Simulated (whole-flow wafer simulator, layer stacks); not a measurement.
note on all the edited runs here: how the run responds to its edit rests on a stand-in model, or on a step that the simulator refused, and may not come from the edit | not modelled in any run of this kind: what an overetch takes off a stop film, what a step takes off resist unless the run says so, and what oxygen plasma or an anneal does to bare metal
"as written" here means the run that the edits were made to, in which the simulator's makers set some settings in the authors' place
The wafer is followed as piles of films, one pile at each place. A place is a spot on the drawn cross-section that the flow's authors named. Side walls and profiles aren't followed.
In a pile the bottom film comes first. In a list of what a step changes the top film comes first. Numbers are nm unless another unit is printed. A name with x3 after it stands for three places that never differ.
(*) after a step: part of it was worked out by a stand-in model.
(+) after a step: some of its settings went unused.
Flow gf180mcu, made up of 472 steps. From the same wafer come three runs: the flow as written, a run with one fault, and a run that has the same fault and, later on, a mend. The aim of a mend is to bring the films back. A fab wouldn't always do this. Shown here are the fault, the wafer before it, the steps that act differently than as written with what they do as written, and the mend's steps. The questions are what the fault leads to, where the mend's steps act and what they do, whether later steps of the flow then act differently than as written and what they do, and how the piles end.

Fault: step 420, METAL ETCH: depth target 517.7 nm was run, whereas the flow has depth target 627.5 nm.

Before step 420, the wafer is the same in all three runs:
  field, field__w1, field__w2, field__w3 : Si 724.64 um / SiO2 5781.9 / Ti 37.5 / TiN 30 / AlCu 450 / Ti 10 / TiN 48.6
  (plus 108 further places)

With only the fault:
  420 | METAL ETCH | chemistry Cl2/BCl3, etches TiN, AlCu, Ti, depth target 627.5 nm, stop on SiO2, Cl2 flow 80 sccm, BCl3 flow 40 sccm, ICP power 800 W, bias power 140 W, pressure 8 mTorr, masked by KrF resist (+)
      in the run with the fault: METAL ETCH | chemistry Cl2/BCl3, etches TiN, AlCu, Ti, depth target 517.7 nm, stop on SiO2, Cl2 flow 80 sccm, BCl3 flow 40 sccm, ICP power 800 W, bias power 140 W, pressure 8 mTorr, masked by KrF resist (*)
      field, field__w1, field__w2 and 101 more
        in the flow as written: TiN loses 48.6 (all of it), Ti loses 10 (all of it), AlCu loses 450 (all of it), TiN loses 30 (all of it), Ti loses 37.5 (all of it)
        in the run with the fault: TiN loses 48.6 (all of it), Ti loses 10 (all of it), AlCu loses 450 (all of it), TiN loses 9.14
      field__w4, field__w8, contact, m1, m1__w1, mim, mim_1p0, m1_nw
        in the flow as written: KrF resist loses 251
        in the run with the fault: KrF resist loses 207.1
  Later steps of the flow acting differently than as written (2 more steps, not shown, differ only slightly: by at most 2% or 0.5 nm, whichever is larger):
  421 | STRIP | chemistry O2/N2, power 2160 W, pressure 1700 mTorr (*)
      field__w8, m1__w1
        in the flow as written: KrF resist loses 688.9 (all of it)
        in the run with the fault: KrF resist loses 732.8 (all of it)
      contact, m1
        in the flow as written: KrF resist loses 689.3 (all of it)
        in the run with the fault: KrF resist loses 733.2 (all of it)
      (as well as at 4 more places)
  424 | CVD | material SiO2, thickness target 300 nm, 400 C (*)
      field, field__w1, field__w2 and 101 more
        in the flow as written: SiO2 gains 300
        in the run with the fault: SiO2 gains 300 (new film)
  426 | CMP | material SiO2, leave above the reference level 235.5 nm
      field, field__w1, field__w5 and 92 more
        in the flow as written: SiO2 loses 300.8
        in the run with the fault: SiO2 loses 358.8
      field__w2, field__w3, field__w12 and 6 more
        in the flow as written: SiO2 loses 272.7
        in the run with the fault: SiO2 loses 333.2
  At field, field__w1, field__w2 and 101 more, the piles at the end differ from the flow's by more than 2% or 0.5 nm, whichever is larger.
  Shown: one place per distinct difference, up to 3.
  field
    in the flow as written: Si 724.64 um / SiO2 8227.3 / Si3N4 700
    in the run with the fault: Si 724.64 um / SiO2 5781.9 / Ti 37.5 / TiN 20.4 / SiO2 2387.4 / Si3N4 700
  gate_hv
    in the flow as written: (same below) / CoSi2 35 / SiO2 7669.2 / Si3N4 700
    in the run with the fault: (same below) / CoSi2 35 / SiO2 5223.8 / Ti 37.5 / TiN 20.4 / SiO2 2387.4 / Si3N4 700
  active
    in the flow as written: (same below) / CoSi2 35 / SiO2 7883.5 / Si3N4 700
    in the run with the fault: (same below) / CoSi2 35 / SiO2 5438.1 / Ti 37.5 / TiN 20.4 / SiO2 2387.4 / Si3N4 700

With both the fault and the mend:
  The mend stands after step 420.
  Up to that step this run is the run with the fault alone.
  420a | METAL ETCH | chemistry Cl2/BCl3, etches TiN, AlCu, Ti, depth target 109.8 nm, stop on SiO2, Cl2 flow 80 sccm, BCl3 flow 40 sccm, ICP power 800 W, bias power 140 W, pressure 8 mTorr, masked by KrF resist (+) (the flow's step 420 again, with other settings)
      field, field__w1, field__w2 and 101 more
        TiN loses 20.9 (all of it), Ti loses 37.5 (all of it)
      field__w4, field__w8, contact, m1, m1__w1, mim, mim_1p0, m1_nw
        KrF resist loses 35
  None of the later steps of the flow differs from how it acts as written, at any place that is followed, by more than 2% or 0.5 nm, whichever is larger.
  The piles end the same as the flow's at every place that both follow.
